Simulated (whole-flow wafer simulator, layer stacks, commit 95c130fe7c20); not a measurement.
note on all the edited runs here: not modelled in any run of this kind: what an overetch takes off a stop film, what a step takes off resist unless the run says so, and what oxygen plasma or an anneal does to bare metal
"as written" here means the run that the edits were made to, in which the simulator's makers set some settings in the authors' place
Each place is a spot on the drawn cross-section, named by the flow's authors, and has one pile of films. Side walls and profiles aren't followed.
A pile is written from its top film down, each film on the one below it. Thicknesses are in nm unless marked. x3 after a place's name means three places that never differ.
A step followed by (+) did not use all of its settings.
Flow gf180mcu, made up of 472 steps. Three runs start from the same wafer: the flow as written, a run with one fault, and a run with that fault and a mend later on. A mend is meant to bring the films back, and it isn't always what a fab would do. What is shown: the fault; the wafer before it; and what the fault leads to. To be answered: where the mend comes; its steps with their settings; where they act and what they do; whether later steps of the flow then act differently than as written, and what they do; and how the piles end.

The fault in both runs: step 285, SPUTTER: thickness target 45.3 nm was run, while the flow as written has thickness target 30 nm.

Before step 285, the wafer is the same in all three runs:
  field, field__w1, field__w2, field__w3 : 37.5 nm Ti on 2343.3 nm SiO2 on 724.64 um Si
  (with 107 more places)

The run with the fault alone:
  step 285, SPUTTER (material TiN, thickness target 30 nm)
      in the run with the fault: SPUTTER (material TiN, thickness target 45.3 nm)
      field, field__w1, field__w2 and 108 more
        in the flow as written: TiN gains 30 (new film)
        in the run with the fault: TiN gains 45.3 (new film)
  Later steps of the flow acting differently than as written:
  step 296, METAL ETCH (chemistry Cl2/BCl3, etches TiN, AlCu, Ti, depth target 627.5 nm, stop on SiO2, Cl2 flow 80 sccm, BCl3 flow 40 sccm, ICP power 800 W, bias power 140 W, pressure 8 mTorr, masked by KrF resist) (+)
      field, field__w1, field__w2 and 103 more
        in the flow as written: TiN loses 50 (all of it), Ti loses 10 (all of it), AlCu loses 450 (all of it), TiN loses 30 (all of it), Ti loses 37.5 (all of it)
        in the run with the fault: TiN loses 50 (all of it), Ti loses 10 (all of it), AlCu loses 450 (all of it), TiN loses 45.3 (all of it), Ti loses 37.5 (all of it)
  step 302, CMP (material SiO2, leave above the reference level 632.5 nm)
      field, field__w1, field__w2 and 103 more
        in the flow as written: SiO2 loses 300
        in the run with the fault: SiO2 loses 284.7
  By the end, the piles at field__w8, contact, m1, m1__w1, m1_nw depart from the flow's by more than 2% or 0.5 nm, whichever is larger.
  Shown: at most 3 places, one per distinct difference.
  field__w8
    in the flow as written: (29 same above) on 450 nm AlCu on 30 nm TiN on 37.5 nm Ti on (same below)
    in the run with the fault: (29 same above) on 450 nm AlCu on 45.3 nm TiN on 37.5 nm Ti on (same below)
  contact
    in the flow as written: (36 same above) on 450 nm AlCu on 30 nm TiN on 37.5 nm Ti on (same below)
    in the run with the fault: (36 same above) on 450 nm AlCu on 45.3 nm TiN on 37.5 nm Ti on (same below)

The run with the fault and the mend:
  The mend stands after step 285.
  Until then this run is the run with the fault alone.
  step 285a, METAL ETCH (chemistry Cl2/BCl3, etches TiN, AlCu, Ti, depth target 15.3 nm, Cl2 flow 80 sccm, BCl3 flow 40 sccm, ICP power 800 W, bias power 140 W, pressure 8 mTorr) (the flow's step 260, run once more with other settings)
      field, field__w1, field__w2 and 108 more
        TiN loses 15.3
  None of the later steps of the flow acts differently than as written at any place that is followed.
  At every place that both follow, the piles at the end match the flow's.
